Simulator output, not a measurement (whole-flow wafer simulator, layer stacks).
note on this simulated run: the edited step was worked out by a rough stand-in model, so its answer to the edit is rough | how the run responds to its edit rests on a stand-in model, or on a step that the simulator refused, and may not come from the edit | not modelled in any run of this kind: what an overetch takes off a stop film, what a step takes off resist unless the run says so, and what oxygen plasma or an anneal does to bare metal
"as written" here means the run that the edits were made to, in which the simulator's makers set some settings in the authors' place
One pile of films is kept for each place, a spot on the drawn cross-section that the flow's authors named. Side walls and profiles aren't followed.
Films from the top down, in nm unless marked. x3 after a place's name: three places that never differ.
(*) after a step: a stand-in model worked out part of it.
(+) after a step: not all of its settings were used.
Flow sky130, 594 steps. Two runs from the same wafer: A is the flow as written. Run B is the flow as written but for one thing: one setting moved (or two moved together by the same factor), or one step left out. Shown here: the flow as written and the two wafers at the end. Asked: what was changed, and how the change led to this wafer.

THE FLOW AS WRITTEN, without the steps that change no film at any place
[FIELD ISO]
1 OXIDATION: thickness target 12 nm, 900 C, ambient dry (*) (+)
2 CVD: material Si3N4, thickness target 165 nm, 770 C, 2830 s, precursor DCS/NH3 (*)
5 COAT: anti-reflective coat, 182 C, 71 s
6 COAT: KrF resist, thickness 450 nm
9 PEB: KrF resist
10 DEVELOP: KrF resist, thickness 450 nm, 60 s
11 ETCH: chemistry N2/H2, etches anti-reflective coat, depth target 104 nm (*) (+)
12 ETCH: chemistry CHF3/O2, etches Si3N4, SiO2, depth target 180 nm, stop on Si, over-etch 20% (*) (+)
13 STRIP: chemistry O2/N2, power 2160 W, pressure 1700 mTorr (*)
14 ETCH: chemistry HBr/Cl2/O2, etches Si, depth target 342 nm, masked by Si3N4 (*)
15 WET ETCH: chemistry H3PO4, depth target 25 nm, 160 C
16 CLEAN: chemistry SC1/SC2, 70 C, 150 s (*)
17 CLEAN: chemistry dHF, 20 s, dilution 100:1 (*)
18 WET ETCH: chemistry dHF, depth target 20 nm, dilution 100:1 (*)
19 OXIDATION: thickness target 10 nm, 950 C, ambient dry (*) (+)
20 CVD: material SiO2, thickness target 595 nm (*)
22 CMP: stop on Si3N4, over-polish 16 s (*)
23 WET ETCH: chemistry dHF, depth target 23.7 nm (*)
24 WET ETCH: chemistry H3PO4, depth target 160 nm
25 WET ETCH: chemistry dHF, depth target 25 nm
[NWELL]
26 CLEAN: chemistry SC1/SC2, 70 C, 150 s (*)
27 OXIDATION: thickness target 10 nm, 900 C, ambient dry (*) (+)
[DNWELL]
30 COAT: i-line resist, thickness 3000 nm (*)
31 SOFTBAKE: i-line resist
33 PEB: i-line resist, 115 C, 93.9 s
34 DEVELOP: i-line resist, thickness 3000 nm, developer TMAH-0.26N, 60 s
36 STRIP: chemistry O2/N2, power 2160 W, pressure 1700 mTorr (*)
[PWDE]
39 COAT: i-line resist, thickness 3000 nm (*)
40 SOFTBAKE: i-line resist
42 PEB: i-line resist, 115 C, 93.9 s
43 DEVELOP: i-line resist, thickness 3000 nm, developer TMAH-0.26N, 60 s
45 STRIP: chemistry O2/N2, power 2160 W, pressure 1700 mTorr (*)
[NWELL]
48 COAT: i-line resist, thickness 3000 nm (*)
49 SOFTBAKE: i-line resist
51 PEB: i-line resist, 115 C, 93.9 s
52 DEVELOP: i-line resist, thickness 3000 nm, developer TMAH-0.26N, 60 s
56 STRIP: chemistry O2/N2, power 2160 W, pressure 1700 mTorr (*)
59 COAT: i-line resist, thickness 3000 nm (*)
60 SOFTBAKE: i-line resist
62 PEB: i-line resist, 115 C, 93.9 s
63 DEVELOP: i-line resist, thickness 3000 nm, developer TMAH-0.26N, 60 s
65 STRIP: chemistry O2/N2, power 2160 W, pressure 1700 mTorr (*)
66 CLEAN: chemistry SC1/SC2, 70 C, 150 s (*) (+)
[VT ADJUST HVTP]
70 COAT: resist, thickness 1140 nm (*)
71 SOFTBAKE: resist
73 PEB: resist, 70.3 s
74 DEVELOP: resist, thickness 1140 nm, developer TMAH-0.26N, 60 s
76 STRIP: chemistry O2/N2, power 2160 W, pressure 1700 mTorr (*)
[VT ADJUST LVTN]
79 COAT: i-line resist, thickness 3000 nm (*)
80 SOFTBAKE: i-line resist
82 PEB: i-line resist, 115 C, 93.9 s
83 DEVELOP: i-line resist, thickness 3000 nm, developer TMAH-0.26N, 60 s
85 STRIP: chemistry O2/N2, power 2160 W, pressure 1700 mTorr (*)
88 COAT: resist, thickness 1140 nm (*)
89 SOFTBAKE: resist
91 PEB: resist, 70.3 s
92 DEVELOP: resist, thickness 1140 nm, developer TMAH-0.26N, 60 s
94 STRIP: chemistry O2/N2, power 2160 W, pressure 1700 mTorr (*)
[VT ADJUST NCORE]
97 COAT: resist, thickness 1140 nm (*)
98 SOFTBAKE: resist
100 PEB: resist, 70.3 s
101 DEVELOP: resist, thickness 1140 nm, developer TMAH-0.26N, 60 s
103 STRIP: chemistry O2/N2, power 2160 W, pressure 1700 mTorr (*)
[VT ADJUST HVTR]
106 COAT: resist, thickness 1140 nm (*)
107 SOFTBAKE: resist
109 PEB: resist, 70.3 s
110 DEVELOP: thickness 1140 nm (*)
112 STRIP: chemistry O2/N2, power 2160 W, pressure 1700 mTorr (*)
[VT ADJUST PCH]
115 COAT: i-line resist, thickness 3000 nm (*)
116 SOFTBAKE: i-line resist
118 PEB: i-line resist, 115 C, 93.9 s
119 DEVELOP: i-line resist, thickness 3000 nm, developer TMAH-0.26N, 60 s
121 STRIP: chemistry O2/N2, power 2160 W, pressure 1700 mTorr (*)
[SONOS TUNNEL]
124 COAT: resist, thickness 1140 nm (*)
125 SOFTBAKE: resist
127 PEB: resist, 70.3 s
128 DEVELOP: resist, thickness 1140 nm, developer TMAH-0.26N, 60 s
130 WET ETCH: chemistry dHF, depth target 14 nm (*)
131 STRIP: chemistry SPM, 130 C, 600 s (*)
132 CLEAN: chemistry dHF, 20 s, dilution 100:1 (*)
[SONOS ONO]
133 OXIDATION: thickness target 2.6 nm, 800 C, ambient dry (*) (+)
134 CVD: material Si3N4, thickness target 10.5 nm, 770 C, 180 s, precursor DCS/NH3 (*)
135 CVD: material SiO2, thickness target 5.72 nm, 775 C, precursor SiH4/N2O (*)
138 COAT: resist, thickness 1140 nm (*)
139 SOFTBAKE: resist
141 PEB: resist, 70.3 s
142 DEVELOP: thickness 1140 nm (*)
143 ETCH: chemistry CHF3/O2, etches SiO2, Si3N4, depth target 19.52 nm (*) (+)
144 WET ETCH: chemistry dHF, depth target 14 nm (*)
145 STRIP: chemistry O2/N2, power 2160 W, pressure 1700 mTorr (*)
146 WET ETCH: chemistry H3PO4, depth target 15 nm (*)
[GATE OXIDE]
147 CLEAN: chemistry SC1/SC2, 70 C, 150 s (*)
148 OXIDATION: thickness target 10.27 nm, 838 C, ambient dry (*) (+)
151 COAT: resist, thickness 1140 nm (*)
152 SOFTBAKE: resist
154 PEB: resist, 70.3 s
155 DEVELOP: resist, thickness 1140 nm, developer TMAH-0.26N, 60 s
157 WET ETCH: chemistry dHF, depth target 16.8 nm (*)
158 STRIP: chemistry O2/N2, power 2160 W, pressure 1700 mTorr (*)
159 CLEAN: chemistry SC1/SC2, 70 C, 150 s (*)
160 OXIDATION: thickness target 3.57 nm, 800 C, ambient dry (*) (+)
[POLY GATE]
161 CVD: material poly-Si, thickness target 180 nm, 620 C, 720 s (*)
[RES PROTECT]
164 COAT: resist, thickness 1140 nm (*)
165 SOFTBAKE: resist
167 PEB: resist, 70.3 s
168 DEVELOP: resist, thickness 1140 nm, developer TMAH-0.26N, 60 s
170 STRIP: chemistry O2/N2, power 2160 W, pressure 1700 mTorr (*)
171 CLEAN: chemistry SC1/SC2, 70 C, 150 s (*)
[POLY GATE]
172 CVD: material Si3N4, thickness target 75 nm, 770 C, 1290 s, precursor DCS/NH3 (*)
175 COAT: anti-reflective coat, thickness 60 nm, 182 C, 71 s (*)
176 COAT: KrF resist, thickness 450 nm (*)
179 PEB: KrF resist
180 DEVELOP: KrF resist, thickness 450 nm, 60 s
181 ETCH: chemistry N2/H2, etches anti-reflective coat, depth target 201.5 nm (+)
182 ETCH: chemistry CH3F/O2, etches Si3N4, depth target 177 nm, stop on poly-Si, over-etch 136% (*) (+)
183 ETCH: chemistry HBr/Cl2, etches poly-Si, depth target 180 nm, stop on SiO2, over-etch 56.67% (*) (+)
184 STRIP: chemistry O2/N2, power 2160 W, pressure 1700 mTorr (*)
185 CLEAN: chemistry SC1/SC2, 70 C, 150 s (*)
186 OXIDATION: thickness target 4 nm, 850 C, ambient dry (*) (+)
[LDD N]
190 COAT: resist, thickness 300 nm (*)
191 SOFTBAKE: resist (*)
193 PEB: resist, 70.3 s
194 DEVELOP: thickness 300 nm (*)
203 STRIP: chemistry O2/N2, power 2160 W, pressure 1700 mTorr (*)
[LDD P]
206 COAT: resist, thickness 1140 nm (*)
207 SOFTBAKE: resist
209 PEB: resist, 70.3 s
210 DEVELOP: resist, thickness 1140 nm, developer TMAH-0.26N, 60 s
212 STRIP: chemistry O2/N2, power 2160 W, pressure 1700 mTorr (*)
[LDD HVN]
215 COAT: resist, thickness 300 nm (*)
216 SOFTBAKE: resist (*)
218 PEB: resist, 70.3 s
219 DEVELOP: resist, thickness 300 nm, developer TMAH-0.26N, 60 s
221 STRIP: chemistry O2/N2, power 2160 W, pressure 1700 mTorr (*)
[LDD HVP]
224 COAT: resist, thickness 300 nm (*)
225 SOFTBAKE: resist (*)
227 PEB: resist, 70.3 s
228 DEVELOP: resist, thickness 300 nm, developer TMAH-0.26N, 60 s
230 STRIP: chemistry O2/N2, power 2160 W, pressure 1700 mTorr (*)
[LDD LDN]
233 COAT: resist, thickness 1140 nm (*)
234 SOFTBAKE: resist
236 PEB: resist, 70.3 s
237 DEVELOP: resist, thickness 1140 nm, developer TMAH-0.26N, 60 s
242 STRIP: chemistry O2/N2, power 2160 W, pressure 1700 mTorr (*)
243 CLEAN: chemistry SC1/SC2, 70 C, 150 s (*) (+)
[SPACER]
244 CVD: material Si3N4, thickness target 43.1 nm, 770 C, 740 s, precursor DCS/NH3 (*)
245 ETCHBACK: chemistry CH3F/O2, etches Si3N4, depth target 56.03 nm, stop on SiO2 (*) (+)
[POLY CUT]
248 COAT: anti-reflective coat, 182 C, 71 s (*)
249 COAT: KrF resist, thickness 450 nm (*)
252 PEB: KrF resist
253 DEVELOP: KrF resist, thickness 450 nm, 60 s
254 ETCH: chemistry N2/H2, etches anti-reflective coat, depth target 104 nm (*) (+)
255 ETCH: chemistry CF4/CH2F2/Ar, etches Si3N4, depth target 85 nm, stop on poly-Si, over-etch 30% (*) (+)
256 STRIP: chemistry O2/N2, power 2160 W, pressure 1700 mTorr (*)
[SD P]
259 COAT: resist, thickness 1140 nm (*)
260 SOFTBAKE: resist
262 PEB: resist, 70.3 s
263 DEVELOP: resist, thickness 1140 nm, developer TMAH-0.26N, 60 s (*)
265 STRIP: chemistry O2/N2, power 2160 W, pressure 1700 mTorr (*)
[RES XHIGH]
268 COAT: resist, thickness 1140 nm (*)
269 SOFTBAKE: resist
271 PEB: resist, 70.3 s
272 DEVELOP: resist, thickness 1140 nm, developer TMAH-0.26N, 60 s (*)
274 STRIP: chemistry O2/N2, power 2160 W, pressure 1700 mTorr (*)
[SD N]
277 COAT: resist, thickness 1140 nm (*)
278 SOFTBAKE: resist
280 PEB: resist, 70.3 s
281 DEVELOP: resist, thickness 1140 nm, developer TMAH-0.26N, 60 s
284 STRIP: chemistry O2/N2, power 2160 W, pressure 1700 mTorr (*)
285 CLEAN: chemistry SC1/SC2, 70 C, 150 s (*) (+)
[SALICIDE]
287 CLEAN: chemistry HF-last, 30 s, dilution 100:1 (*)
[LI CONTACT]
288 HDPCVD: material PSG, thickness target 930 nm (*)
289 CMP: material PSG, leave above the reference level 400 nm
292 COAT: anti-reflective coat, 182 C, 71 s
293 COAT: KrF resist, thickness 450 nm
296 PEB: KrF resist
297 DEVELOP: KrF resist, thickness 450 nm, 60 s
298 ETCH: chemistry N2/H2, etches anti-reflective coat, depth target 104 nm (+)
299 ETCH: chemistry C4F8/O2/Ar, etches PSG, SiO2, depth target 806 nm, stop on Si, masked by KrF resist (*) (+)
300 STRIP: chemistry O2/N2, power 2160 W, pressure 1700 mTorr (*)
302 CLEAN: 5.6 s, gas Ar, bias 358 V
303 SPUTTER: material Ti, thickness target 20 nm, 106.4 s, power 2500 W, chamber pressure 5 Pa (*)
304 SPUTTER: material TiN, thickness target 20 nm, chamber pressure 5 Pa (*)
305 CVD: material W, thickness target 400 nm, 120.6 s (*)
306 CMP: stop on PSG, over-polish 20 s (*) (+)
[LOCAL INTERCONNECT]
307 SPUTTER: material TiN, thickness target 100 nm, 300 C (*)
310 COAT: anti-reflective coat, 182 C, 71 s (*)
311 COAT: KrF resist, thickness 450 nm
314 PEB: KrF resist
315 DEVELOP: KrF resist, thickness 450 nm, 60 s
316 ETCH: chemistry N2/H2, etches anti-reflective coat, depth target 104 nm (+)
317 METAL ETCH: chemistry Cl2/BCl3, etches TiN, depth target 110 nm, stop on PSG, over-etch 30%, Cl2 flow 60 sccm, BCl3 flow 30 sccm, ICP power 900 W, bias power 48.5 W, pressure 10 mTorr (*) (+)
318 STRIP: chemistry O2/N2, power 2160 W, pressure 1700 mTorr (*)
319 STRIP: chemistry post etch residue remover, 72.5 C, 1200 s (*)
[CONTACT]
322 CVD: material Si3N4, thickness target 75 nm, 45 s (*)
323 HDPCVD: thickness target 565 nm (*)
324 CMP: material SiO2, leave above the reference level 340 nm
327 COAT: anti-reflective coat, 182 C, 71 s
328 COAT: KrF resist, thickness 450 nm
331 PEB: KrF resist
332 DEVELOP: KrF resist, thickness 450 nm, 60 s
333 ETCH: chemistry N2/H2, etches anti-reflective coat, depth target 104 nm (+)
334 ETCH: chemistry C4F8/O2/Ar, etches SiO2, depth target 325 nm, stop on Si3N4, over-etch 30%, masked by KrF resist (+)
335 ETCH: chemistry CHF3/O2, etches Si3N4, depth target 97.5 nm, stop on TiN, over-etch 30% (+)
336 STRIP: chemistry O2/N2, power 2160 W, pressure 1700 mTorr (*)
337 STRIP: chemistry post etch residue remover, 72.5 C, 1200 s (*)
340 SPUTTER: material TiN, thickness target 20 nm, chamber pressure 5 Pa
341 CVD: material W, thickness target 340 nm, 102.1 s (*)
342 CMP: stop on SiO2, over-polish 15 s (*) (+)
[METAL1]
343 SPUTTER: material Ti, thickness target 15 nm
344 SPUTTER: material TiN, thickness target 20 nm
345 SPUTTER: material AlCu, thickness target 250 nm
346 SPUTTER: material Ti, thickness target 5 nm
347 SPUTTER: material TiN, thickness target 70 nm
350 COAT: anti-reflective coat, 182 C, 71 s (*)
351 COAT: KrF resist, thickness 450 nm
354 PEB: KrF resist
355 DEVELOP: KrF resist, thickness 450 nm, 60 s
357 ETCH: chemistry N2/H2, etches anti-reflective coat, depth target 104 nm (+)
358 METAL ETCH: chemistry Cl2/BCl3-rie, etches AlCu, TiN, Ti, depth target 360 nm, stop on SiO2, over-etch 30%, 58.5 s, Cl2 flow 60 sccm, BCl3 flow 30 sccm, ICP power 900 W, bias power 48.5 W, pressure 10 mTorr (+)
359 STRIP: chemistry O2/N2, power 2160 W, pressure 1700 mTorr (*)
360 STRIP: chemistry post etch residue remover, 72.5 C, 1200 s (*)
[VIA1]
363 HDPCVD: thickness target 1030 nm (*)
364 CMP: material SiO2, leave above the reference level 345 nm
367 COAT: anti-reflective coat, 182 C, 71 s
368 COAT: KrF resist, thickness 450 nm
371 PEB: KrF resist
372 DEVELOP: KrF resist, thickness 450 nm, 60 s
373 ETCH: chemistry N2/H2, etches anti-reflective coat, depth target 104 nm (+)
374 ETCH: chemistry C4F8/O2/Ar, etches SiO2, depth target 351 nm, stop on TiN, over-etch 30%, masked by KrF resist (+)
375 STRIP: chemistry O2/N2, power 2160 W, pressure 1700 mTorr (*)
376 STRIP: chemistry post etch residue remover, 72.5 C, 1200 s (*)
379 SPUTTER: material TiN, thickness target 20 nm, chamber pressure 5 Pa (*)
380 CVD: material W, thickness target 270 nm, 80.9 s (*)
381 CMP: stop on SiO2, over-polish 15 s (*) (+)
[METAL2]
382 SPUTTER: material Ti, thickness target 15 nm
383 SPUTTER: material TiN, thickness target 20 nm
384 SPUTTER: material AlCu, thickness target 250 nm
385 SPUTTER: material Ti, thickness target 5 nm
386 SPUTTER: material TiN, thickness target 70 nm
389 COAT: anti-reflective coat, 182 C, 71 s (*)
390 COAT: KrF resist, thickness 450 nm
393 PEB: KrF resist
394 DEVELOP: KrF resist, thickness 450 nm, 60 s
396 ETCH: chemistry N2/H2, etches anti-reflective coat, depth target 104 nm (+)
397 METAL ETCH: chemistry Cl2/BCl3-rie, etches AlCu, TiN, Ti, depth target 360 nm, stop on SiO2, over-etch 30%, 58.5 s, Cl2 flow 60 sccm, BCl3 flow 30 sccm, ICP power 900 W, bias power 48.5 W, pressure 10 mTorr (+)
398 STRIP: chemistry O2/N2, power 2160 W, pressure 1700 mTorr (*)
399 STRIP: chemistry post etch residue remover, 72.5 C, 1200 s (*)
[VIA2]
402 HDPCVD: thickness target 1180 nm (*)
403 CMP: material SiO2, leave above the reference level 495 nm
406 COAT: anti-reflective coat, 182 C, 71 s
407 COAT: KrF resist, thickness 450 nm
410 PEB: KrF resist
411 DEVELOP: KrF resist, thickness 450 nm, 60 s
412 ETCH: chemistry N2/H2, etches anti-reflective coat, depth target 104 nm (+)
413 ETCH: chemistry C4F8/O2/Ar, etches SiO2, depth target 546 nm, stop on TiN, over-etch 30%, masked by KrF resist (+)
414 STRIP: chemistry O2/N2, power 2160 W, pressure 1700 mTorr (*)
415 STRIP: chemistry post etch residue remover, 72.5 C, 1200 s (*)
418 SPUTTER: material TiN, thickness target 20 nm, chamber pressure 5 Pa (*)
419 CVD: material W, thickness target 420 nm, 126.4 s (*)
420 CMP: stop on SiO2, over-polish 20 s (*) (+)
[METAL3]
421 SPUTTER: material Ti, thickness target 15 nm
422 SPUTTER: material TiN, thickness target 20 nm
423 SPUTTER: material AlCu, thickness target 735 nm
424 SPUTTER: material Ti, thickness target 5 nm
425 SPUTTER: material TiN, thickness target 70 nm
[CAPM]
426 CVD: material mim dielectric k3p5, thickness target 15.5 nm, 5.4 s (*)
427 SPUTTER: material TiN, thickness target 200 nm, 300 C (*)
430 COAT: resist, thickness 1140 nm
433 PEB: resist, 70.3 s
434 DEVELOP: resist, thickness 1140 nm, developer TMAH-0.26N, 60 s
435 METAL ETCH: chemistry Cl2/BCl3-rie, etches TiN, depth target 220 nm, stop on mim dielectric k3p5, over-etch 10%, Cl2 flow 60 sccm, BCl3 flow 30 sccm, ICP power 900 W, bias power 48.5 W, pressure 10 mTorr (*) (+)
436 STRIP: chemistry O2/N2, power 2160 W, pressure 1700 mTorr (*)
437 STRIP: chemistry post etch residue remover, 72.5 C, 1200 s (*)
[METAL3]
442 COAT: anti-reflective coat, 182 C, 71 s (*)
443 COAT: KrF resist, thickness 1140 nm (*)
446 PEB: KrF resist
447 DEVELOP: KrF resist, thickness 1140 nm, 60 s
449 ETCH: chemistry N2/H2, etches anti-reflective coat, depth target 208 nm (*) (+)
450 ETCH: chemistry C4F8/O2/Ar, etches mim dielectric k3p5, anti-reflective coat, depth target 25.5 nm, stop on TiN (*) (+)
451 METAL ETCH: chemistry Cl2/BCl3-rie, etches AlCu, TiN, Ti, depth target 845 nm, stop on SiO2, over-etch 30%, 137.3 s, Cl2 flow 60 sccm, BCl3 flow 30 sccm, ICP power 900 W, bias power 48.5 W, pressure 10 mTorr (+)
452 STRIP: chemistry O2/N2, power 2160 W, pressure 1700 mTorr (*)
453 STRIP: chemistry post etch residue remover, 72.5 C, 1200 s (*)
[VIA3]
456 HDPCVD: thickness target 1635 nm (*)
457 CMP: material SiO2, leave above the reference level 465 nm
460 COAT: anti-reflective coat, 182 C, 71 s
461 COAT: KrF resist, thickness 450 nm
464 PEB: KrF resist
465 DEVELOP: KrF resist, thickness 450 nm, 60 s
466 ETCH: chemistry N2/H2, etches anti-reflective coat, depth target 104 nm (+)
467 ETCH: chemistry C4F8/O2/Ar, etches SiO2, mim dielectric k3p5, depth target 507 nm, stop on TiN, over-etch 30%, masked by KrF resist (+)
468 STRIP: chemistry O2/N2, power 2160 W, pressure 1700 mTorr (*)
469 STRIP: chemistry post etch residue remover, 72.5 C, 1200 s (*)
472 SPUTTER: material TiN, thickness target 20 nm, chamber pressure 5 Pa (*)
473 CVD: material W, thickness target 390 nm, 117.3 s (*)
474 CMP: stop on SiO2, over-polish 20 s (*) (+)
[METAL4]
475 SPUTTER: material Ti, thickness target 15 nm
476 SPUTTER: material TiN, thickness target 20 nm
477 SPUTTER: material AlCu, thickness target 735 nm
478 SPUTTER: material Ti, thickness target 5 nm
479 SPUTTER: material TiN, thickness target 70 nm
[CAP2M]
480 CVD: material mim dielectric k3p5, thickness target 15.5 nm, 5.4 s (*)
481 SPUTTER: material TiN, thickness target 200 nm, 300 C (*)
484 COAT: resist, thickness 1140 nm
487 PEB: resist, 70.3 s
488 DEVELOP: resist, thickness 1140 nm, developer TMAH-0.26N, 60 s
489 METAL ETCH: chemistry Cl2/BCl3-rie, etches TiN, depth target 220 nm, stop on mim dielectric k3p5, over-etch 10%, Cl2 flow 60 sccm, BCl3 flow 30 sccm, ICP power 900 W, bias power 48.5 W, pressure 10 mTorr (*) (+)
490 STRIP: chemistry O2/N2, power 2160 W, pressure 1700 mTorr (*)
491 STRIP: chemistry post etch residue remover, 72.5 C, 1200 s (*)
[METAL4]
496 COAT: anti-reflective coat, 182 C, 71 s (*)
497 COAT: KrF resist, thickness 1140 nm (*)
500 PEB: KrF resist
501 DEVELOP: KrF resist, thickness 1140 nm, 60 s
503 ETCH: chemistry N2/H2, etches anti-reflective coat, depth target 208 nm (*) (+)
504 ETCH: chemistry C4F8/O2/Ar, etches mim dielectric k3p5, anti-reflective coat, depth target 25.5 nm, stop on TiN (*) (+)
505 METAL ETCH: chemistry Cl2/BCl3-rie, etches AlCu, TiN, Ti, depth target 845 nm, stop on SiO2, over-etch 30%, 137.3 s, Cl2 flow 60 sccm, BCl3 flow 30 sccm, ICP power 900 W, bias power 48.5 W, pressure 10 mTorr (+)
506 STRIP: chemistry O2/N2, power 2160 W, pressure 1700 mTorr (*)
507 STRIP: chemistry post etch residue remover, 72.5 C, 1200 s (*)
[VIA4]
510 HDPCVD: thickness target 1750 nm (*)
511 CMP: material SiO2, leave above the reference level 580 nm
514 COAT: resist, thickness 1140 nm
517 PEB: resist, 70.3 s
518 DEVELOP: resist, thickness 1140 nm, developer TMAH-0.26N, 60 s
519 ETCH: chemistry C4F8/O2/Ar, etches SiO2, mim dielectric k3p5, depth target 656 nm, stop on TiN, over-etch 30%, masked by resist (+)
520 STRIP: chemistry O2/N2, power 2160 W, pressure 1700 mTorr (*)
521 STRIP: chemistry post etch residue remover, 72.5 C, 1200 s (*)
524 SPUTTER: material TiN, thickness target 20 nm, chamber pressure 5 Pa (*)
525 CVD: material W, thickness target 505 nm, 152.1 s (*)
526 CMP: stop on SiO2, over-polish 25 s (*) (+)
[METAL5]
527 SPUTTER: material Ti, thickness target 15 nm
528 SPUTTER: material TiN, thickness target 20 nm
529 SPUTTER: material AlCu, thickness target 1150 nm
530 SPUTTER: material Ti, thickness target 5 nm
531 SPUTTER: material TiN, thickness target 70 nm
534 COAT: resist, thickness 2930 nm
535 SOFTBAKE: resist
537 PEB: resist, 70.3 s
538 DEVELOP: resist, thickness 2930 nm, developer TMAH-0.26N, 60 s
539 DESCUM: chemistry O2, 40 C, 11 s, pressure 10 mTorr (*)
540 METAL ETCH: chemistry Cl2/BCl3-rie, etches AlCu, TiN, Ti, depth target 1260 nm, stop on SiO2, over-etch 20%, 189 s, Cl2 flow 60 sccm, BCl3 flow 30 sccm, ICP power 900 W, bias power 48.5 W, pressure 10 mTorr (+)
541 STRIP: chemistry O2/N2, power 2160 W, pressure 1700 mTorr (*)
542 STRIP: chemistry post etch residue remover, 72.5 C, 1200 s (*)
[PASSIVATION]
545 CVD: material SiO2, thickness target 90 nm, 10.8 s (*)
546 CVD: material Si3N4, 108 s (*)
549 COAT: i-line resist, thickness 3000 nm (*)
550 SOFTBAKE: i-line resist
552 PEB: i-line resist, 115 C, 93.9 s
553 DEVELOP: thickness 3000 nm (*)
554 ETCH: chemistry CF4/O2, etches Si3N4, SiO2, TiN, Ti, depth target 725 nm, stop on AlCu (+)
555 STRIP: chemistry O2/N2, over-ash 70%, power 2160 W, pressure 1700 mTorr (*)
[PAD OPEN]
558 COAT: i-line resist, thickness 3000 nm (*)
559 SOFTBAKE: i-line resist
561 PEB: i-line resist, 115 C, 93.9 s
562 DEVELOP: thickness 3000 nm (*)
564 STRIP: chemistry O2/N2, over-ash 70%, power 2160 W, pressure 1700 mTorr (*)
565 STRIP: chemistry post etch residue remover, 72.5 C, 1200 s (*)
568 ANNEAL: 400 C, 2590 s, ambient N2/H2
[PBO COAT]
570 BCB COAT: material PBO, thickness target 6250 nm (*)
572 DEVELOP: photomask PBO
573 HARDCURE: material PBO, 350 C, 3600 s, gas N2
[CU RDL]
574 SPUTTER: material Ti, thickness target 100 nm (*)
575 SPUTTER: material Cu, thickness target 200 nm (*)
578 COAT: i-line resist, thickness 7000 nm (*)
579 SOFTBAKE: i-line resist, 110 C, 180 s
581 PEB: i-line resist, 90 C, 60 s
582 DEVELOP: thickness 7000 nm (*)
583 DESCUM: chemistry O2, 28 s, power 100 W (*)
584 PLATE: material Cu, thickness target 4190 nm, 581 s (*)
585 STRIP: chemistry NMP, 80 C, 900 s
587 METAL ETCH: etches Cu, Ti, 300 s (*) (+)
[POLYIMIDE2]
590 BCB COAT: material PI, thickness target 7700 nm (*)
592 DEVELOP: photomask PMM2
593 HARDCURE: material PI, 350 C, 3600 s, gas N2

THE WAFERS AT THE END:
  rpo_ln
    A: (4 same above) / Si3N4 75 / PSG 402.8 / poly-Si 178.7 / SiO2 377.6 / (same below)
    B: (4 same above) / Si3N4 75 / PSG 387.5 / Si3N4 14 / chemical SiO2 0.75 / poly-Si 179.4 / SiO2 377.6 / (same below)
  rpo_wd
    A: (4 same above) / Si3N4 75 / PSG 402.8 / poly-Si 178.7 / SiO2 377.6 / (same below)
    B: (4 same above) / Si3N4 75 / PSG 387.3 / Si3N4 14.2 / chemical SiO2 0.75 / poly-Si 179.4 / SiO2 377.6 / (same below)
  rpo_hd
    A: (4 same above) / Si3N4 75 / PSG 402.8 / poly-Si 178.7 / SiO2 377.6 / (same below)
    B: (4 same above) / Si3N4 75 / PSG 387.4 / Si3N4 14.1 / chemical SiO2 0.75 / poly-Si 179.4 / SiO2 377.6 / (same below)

The cause: step 255, ETCH: depth target 46.8 nm was run, where the flow has depth target 85 nm.

How the change led to this, step by step:
  255 ETCH: chemistry CF4/CH2F2/Ar, etches Si3N4, depth target 85 nm, stop on poly-Si, over-etch 30% (*) (+)
      rpo_wd, rxpo_wd: A Si3N4 -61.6 (all of it), chemical SiO2 -0.75 (all of it) | B Si3N4 -46.8
      poly_licon: A Si3N4 -61.9 (all of it), chemical SiO2 -0.76 (all of it) | B Si3N4 -46.8
      (and at 187 more places)
  256 STRIP: chemistry O2/N2, power 2160 W, pressure 1700 mTorr (*)
      poly_licon, rpo_ln, rpo_wd, rpo_hd, rpo_hd_licon, rxpo_ln, rxpo_wd: A chemical SiO2 +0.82 (new film), poly-Si -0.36 | B nothing
      dice_street, dep_dnw_sti, iso_dnw_wall, grade_field_poly, de16_nwb_sti: A KrF resist -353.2 (all of it), anti-reflective coat -80 (all of it) | B KrF resist -370.5 (all of it), anti-reflective coat -80 (all of it)
      (and at 178 more places)
  260 SOFTBAKE: resist
      mim: A resist +10.8 | B resist +11.8
      rpo_wd: A resist -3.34 | B resist -4.21
      (and at 7 more places)
  269 SOFTBAKE: resist
      mim: A resist +10.8 | B resist +11.8
      rpo_wd: A resist -3.35 | B resist -4.21
      (and at 7 more places)
  278 SOFTBAKE: resist
      mim: A resist +10.8 | B resist +11.8
      rpo_wd: A resist -3.35 | B resist -4.21
      (and at 7 more places)
  287 CLEAN: chemistry HF-last, 30 s, dilution 100:1 (*)
      rpo_ln, rpo_wd, rpo_hd, rpo_hd_licon, rxpo_ln, rxpo_wd: A chemical SiO2 -0.77 (all of it) | B Si3N4 -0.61
      poly_licon: A chemical SiO2 -0.76 (all of it) | B Si3N4 -0.61
  289 CMP: material PSG, leave above the reference level 400 nm
      rpo_wd, rpo_hd, rxpo_wd: A PSG -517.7 | B PSG -533.2
      poly_licon, rpo_hd_licon: A PSG -517.7 | B PSG -533.5
      (and at 2 more places)
  299 ETCH: chemistry C4F8/O2/Ar, etches PSG, SiO2, depth target 806 nm, stop on Si, masked by KrF resist (*) (+)
      poly_licon: A PSG -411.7 (all of it) | B PSG -395.9 (all of it), Si3N4 -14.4 (all of it), chemical SiO2 -0.76 (all of it)
      rpo_hd_licon: A PSG -411.7 (all of it) | B PSG -395.9 (all of it), Si3N4 -14.4 (all of it), chemical SiO2 -0.75 (all of it)
  306 CMP: stop on PSG, over-polish 20 s (*) (+)
      poly_licon: A W -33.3 | B W -34
